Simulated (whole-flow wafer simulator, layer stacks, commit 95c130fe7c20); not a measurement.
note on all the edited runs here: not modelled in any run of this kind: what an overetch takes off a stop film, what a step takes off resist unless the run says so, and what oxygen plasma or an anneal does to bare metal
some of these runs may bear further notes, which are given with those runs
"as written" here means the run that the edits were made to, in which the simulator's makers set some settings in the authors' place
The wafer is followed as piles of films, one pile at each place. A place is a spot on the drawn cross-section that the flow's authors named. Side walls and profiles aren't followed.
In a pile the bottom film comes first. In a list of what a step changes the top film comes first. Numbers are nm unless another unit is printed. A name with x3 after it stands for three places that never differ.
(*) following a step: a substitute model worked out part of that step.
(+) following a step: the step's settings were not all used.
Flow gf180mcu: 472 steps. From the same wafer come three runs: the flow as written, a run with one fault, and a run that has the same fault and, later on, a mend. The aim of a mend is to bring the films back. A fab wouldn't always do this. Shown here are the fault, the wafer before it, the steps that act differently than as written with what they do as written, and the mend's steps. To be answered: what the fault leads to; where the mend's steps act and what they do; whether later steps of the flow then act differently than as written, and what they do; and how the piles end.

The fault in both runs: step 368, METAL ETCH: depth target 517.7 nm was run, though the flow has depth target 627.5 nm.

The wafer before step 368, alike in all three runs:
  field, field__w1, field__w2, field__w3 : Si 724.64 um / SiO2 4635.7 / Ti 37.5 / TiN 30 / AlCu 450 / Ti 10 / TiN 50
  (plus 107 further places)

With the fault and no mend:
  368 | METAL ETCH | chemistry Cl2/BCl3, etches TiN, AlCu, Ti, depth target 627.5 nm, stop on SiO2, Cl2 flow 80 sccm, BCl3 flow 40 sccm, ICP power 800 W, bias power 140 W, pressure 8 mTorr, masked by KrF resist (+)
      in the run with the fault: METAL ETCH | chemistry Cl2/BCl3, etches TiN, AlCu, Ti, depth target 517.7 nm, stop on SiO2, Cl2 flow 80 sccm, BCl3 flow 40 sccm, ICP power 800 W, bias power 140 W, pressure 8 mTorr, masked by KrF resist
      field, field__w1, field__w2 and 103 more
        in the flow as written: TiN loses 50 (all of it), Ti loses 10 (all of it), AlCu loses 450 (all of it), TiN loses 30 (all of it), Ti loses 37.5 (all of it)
        in the run with the fault: TiN loses 50 (all of it), Ti loses 10 (all of it), AlCu loses 450 (all of it), TiN loses 7.7
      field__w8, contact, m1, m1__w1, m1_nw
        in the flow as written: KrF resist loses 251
        in the run with the fault: KrF resist loses 207.1
  Steps later in the flow that act otherwise than as written (1 other step is not shown; it differs only slightly, by no more than 2% or 0.5 nm, whichever is larger):
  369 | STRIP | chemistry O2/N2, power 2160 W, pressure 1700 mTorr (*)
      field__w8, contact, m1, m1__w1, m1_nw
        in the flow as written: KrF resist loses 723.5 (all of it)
        in the run with the fault: KrF resist loses 767.4 (all of it)
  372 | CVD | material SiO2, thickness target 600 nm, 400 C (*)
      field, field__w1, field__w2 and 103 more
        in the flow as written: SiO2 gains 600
        in the run with the fault: SiO2 gains 600 (new film)
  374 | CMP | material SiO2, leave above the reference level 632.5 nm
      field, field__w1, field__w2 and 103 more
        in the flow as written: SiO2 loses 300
        in the run with the fault: SiO2 loses 359.4
  At field, field__w1, field__w2 and 104 more, the piles at the end differ from the flow's by more than 2% or 0.5 nm, whichever is larger.
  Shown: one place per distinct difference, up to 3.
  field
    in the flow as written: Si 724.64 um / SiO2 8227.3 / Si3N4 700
    in the run with the fault: Si 724.64 um / SiO2 4635.7 / Ti 37.5 / TiN 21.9 / SiO2 3532.2 / Si3N4 700
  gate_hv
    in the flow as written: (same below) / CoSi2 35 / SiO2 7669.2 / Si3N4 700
    in the run with the fault: (same below) / CoSi2 35 / SiO2 4077.6 / Ti 37.5 / TiN 21.9 / SiO2 3532.2 / Si3N4 700
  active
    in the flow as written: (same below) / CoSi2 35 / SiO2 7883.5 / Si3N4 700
    in the run with the fault: (same below) / CoSi2 35 / SiO2 4291.9 / Ti 37.5 / TiN 21.9 / SiO2 3532.2 / Si3N4 700

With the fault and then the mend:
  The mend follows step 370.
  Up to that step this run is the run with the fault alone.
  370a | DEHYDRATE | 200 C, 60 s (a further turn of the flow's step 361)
      leaves every film unchanged at each place that is followed
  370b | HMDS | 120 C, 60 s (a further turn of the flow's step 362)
      leaves every film unchanged at each place that is followed
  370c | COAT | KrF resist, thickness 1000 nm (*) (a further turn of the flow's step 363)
      iso_ptap_pw, iso_ntap_nw, iso_nw_fld and 33 more
        KrF resist gains 1000 (new film)
      field__w7, field__w11, field__w13 and 9 more
        KrF resist gains 1003.4 (new film)
      field_sub, field_sub__w1, field_sub__w2 and 6 more
        KrF resist gains 1002.9 (new film)
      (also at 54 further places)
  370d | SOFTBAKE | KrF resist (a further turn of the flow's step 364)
      leaves every film unchanged at each place that is followed
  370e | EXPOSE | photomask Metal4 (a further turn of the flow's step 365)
      leaves every film unchanged at each place that is followed
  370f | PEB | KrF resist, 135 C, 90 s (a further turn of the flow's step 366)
      field__w1, field__w2, field__w3 and 55 more
        KrF resist loses 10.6
      iso_ptap_pw, iso_ntap_nw, iso_nw_fld and 33 more
        KrF resist loses 10.5
      gate_hv, sd_p, nw_enc_fld_lv__w3, polyc_n, polyc_n_rim
        KrF resist loses 10.7
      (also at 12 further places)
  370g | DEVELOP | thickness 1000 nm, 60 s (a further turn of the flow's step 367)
      iso_ptap_pw, iso_ntap_nw, iso_nw_fld and 33 more
        KrF resist loses 989.5 (all of it)
      field__w7, field__w11, field__w13 and 9 more
        KrF resist loses 992.8 (all of it)
      field_sub__w2, field_sub__w3, field_sub__w4 and 7 more
        KrF resist loses 992.4 (all of it)
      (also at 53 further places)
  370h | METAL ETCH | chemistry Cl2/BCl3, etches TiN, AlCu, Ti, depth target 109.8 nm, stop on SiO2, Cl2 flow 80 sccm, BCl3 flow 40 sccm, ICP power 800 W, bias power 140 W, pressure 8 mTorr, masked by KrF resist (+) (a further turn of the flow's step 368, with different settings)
      field, field__w1, field__w2 and 103 more
        TiN loses 21.9 (all of it), Ti loses 37.5 (all of it)
      field__w8, contact, m1, m1__w1, m1_nw
        KrF resist loses 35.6
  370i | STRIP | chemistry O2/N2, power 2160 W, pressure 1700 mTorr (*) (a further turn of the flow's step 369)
      field__w8
        KrF resist loses 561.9 (all of it)
      contact
        KrF resist loses 559.8 (all of it)
      m1
        KrF resist loses 563 (all of it)
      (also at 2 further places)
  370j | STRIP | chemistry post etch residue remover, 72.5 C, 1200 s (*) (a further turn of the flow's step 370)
      field__w8, contact, m1, m1__w1, m1_nw
        TiN loses 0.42
  Every later step of the flow that is run acts as written, at every place that is followed, to within 2% or 0.5 nm, whichever is larger.
  At the end the piles are close to the flow's at the places that both follow, differing by at most 2% or 0.5 nm, whichever is larger.
